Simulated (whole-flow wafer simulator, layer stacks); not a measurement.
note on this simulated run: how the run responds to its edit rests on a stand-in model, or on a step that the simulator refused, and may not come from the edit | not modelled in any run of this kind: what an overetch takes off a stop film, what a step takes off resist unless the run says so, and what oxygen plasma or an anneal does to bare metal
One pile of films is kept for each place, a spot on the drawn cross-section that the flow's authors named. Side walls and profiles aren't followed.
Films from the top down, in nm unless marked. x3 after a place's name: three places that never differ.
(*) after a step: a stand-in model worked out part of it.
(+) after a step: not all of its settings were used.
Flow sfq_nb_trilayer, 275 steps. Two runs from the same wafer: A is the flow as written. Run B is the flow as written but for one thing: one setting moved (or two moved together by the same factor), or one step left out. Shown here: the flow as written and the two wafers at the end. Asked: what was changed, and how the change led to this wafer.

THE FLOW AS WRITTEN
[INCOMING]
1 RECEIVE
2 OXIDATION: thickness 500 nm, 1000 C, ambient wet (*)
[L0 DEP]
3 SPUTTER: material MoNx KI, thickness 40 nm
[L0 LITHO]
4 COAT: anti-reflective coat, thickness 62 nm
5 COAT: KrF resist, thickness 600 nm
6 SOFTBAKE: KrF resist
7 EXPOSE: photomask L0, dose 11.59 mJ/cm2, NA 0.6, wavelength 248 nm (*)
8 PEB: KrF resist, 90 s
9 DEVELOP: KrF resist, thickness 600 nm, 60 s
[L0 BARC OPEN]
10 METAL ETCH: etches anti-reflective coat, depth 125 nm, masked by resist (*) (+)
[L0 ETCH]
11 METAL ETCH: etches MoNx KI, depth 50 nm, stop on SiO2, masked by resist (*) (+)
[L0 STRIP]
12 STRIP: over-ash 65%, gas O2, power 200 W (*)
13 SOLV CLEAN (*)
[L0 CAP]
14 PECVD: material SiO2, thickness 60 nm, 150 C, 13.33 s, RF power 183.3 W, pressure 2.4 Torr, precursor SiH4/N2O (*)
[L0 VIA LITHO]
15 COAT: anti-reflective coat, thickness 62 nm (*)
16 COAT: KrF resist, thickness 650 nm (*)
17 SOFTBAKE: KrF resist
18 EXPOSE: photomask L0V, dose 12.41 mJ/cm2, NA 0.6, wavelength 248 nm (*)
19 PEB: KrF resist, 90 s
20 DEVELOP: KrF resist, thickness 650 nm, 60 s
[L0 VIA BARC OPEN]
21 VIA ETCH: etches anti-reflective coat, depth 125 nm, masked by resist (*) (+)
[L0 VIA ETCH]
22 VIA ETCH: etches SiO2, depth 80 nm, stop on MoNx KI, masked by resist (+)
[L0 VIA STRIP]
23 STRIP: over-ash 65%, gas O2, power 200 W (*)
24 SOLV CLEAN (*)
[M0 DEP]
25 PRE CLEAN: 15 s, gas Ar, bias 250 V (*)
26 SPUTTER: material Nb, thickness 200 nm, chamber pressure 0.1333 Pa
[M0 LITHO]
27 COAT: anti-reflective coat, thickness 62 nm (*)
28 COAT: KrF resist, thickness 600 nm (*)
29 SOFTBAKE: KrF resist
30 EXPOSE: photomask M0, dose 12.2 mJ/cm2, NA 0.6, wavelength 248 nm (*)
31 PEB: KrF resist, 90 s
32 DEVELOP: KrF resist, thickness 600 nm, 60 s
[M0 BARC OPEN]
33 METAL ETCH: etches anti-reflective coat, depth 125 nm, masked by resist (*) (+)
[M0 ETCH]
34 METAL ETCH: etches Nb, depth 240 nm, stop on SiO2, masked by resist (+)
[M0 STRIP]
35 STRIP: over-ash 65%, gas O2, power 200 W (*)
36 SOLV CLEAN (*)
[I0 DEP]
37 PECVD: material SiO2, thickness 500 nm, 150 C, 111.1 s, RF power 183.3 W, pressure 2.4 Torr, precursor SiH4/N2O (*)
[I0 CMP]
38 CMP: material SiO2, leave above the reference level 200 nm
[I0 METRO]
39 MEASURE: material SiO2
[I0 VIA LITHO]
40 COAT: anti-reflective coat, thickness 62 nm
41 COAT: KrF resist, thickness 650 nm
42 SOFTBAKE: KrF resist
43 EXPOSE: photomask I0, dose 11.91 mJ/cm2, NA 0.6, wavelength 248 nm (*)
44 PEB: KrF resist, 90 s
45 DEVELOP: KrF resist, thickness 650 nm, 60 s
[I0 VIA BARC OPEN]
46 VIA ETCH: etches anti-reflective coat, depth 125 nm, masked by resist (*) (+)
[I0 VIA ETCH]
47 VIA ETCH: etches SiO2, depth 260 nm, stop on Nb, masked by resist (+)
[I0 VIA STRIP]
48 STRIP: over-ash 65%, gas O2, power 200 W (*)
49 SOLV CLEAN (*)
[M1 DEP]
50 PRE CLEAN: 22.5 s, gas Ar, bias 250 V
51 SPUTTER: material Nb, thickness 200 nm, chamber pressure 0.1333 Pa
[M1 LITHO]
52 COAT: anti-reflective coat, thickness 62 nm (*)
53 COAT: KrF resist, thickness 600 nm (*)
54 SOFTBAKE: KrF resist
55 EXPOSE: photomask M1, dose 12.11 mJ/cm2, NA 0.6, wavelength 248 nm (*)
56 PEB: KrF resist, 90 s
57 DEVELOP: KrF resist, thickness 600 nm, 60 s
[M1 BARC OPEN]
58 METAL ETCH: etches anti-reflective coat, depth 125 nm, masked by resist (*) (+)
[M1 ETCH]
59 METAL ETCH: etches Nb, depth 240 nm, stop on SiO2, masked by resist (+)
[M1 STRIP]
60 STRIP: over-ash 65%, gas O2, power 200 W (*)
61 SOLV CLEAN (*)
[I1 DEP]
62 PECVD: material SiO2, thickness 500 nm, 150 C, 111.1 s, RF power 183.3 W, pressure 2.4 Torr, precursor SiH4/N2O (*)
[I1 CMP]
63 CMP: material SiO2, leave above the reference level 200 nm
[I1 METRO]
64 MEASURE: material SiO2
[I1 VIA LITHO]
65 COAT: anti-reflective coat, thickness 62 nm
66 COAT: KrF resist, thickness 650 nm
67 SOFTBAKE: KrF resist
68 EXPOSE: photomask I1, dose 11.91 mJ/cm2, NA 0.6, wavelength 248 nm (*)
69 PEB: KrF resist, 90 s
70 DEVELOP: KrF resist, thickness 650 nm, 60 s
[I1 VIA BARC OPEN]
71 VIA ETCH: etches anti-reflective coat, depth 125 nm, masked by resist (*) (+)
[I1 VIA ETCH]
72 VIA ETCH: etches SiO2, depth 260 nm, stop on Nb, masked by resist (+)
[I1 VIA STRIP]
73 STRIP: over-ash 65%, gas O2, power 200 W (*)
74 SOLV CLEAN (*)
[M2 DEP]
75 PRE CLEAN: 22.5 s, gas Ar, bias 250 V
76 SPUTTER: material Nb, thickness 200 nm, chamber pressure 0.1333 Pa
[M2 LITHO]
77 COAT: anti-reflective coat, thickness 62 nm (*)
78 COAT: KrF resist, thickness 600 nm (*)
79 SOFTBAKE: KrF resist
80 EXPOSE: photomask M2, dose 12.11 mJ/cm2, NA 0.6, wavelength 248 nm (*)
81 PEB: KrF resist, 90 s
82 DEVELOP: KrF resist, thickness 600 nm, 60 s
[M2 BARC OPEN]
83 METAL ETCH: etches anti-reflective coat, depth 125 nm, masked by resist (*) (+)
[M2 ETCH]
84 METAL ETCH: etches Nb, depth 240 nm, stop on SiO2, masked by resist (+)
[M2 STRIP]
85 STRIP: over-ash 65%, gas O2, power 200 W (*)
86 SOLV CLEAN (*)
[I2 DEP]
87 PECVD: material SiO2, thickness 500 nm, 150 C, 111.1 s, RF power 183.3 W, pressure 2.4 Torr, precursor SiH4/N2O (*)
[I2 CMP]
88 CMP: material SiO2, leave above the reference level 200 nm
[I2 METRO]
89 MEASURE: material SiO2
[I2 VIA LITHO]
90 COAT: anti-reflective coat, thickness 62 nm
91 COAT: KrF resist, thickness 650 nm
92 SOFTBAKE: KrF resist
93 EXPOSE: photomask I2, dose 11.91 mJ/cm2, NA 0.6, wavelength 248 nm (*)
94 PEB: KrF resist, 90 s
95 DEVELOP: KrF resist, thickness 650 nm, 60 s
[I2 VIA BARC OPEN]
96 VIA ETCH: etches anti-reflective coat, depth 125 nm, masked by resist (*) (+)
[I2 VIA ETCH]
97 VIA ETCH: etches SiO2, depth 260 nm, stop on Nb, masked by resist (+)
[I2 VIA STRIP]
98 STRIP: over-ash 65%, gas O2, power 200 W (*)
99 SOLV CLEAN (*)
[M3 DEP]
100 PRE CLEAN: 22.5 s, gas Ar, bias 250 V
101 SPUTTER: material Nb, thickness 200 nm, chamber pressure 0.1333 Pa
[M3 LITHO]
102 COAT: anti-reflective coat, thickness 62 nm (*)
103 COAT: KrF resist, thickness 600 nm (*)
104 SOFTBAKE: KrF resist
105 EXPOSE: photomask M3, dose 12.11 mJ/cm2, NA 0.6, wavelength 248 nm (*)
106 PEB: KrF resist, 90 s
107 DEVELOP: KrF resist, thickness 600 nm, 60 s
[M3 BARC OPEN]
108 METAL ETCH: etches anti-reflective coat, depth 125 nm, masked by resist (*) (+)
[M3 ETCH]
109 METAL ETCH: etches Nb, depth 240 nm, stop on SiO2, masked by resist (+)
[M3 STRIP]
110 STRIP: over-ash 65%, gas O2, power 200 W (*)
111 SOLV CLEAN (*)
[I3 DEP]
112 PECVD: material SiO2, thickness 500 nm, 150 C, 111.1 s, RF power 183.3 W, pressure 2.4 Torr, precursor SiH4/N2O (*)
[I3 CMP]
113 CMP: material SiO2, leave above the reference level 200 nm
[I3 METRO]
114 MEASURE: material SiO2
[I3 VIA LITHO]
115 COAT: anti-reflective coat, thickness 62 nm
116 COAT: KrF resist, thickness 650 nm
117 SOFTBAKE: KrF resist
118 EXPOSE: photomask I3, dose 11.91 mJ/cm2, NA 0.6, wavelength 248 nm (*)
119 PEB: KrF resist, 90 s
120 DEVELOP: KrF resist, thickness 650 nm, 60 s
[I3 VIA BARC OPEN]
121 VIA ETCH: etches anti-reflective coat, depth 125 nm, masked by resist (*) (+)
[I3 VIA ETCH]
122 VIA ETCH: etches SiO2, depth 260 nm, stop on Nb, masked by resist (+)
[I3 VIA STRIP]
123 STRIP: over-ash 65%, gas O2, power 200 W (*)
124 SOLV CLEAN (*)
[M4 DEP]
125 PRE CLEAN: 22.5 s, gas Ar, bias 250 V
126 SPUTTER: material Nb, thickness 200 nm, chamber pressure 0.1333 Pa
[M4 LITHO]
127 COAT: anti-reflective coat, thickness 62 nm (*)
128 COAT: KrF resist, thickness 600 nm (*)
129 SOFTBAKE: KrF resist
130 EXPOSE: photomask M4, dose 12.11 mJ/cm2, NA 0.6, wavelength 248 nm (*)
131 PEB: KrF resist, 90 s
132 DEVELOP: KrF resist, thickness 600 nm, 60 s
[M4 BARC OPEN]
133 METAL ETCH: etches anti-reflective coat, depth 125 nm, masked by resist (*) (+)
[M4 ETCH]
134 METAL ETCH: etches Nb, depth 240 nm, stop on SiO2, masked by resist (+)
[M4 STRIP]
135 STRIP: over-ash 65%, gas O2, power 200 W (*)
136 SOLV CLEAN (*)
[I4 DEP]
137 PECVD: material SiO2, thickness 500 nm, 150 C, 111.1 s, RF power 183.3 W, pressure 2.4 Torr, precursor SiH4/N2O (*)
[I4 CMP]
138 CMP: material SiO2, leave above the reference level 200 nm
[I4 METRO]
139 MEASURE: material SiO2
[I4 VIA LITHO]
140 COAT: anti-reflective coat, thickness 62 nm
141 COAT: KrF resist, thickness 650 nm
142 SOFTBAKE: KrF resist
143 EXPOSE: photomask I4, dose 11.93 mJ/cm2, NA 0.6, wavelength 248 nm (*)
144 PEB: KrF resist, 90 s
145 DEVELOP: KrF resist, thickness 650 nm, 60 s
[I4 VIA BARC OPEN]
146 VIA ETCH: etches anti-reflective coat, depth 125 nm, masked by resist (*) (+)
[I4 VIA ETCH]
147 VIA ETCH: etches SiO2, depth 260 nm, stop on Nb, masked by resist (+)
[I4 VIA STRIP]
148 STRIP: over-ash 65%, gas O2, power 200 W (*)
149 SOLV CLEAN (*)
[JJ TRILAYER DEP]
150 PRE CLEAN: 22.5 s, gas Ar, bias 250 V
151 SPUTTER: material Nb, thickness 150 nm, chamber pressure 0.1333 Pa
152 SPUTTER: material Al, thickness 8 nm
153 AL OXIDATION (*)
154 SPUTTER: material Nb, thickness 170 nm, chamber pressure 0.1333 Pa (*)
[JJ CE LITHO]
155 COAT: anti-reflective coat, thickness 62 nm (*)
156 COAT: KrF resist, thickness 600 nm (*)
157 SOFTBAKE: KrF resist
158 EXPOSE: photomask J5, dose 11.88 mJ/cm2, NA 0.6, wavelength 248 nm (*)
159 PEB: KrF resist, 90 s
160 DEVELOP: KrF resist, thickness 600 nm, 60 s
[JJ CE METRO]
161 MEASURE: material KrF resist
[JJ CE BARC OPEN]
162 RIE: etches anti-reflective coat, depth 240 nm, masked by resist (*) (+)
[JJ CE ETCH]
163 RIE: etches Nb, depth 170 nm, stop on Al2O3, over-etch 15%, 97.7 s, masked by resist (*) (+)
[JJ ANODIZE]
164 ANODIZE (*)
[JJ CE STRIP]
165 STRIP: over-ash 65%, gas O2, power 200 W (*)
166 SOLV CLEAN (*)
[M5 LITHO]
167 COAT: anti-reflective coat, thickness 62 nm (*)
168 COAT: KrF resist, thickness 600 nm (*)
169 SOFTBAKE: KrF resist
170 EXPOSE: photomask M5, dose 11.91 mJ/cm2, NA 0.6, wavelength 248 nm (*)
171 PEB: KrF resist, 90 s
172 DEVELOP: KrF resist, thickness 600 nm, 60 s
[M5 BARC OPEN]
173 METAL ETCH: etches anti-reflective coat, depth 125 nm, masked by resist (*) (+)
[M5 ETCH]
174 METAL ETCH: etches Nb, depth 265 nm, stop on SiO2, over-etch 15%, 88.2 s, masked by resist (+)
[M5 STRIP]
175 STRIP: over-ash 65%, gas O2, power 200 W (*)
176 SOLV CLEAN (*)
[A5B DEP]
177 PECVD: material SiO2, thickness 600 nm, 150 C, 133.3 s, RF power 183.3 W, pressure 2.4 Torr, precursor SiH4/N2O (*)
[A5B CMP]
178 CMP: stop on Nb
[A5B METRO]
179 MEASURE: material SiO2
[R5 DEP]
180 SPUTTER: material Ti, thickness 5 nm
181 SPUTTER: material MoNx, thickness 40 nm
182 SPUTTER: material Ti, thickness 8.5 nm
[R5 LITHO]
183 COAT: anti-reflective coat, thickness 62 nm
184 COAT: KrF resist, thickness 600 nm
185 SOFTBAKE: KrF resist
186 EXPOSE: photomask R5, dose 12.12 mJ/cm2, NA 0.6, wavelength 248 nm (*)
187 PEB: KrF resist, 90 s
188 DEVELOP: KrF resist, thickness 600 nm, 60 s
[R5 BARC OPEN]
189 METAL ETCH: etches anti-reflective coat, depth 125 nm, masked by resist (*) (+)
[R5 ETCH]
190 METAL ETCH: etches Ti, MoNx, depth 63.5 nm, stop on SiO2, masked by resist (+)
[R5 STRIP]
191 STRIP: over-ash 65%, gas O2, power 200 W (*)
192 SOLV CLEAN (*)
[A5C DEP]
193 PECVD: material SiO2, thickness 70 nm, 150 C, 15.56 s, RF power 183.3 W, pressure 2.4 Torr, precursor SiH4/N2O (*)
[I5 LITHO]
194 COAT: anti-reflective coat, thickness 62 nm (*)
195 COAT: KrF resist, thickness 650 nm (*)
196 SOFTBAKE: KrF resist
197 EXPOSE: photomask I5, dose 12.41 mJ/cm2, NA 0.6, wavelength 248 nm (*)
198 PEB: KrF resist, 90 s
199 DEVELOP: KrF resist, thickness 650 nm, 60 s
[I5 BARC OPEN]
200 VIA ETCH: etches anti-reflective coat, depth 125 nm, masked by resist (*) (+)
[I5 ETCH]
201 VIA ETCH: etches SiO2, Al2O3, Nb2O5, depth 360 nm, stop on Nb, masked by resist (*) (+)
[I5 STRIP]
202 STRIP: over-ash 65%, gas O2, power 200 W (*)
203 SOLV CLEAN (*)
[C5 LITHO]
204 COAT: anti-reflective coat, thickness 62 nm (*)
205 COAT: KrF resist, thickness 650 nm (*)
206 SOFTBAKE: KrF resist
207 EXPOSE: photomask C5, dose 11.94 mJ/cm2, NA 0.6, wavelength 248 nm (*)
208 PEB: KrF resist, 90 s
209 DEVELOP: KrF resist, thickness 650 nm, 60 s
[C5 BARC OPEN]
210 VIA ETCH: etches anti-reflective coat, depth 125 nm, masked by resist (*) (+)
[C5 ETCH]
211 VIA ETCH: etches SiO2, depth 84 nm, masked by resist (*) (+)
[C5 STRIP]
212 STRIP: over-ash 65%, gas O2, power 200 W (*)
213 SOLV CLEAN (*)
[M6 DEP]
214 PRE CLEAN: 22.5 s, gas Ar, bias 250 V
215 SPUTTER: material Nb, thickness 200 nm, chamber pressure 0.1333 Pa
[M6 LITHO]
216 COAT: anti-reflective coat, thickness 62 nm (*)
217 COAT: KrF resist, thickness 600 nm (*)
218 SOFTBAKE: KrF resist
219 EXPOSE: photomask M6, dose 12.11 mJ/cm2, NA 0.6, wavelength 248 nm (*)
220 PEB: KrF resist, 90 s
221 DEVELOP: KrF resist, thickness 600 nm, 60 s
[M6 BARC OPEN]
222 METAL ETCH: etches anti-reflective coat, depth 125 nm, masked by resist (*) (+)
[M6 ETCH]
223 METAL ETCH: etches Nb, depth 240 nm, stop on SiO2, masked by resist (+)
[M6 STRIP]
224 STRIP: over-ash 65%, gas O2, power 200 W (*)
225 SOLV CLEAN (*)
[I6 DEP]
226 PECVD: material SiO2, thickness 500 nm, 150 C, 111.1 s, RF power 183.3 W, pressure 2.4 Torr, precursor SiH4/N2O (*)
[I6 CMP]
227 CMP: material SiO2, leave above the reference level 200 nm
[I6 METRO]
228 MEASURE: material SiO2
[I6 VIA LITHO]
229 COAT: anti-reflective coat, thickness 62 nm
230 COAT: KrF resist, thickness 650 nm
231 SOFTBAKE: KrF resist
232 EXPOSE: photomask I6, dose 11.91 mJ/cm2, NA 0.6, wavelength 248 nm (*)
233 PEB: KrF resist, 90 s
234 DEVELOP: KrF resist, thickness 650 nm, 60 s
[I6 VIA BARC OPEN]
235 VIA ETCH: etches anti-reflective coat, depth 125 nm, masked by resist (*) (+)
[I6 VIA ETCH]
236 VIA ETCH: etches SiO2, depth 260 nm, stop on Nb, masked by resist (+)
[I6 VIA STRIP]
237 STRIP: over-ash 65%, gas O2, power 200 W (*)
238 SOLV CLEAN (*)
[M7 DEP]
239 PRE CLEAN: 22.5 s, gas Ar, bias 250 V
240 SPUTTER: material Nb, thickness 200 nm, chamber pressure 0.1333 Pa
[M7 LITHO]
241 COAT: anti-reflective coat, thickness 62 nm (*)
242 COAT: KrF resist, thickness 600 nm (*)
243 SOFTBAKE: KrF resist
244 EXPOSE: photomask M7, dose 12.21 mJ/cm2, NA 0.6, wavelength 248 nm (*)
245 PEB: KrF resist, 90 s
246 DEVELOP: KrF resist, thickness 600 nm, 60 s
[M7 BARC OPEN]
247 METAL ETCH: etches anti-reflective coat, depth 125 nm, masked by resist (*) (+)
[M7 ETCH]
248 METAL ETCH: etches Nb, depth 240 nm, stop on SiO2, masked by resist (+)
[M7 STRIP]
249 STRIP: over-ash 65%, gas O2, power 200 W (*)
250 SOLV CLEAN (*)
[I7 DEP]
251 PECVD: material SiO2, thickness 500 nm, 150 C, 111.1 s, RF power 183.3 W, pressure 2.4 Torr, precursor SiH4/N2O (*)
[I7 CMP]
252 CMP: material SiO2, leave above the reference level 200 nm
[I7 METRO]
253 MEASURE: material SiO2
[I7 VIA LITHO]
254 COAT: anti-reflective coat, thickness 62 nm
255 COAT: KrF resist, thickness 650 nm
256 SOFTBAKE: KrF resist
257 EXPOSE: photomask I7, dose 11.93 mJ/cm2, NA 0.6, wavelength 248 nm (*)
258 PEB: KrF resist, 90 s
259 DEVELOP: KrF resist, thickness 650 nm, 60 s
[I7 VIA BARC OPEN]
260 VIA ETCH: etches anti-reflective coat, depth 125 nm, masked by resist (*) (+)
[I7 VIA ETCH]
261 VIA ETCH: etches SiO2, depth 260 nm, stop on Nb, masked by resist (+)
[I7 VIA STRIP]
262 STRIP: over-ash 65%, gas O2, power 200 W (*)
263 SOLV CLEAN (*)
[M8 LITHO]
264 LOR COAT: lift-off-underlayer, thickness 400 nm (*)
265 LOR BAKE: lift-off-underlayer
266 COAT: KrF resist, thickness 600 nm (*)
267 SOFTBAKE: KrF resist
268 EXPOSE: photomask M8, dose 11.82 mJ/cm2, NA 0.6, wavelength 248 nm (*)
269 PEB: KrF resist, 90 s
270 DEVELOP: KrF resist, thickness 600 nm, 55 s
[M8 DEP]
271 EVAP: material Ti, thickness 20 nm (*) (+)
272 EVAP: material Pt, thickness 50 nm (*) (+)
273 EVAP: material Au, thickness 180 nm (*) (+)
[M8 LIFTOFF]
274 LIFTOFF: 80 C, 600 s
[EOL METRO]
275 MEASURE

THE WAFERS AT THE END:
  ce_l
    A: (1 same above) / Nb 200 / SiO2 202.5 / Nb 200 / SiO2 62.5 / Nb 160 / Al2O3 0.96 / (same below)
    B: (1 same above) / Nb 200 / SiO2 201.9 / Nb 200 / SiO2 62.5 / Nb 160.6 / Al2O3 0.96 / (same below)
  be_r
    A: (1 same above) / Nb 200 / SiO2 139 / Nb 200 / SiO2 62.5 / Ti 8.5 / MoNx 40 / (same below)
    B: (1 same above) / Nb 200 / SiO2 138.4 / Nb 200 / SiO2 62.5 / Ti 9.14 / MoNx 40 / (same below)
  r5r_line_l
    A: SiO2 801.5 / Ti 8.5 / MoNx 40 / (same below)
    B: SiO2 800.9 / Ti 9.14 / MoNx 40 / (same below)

The cause: step 182, SPUTTER: thickness 9.14 nm was run, where the flow has thickness 8.5 nm.
It can be read off the wafer: be_r has Ti 9.14, and step 182 as written asks for 8.5 nm.

How the change led to this, step by step:
  182 SPUTTER: material Ti, thickness 8.5 nm
      field_l, v_sur, via_wl and 103 more: A Ti +8.5 (new film) | B Ti +9.14 (new film)
  190 METAL ETCH: etches Ti, MoNx, depth 63.5 nm, stop on SiO2, masked by resist (+)
      field_l, v_sur, via_wl and 92 more: A Ti -8.5 (all of it), MoNx -40 (all of it), Ti -5 (all of it) | B Ti -9.14 (all of it), MoNx -40 (all of it), Ti -5 (all of it)
      ce_l, c5j, ce_r, wl_jj: A Ti -8.5 (all of it), MoNx -40 (all of it), Ti -5 (all of it), Nb -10 | B Ti -9.14 (all of it), MoNx -40 (all of it), Ti -5 (all of it), Nb -9.36
